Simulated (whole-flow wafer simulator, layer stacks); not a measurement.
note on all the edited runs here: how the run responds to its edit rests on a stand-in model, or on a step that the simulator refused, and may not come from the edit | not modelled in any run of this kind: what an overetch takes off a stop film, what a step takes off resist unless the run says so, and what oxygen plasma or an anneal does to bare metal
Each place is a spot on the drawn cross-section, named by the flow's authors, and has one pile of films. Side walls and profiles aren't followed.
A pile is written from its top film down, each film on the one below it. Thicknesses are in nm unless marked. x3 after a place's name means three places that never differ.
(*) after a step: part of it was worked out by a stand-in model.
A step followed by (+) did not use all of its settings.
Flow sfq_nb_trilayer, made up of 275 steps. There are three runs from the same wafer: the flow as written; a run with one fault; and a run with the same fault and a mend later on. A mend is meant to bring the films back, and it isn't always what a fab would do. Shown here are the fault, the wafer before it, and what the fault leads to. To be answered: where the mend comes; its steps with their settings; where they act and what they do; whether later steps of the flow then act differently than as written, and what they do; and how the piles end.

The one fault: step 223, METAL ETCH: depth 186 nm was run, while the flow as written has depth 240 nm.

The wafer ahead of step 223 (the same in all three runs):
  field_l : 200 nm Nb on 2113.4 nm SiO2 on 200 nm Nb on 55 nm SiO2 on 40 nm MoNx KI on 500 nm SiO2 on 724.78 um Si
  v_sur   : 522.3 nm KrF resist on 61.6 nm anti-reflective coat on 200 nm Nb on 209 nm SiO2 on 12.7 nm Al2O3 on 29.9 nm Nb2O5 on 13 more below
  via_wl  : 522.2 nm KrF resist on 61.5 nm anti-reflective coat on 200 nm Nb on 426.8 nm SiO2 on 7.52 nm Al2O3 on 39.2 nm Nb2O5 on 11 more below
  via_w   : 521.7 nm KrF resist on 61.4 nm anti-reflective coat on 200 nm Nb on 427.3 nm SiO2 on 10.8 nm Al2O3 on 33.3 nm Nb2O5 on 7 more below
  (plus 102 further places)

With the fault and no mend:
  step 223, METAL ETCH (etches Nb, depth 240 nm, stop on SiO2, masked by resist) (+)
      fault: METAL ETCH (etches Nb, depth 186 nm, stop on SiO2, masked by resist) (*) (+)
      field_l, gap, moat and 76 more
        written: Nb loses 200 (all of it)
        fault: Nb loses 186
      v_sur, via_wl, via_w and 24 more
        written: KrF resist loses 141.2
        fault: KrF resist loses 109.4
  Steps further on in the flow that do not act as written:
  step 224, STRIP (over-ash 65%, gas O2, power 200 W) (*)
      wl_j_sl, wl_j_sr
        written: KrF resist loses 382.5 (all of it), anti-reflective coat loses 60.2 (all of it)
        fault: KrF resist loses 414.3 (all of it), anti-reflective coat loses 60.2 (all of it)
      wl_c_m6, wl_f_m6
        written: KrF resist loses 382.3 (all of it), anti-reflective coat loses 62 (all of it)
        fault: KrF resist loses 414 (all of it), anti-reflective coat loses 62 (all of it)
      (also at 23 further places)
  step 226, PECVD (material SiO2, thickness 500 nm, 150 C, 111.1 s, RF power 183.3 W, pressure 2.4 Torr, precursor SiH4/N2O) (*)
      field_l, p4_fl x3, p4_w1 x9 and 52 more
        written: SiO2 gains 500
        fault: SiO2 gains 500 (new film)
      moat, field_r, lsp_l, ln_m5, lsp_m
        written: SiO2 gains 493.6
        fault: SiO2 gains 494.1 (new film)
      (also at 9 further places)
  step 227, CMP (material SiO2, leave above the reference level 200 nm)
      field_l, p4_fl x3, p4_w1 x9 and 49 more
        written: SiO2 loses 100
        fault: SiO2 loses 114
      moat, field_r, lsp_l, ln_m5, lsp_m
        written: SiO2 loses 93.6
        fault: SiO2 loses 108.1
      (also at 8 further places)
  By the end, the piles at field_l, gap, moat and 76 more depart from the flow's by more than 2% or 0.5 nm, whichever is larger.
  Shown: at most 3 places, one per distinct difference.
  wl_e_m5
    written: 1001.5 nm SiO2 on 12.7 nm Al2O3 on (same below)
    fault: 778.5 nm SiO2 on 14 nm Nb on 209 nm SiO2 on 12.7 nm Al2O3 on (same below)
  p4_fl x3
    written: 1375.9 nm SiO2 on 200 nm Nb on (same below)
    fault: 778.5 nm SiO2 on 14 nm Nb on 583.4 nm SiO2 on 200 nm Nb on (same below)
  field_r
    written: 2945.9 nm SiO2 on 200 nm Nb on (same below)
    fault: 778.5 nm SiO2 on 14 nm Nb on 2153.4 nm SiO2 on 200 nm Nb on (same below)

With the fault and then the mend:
  The mend follows step 223.
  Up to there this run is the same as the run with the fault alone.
  step 223a, METAL ETCH (etches Nb, depth 54 nm, stop on SiO2, masked by resist) (+) (the flow's step 223, run once more with other settings)
      field_l, gap, moat and 76 more
        Nb loses 14 (all of it)
      v_sur, via_wl, via_w and 24 more
        KrF resist loses 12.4
  Steps further on in the flow that do not act as written:
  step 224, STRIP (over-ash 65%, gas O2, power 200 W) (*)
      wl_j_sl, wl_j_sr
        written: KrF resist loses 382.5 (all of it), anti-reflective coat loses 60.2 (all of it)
        mend: KrF resist loses 401.9 (all of it), anti-reflective coat loses 60.2 (all of it)
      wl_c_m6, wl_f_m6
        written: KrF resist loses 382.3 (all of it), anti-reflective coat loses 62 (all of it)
        mend: KrF resist loses 401.7 (all of it), anti-reflective coat loses 62 (all of it)
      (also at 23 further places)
  The piles end the same as the flow's at every place that both follow.
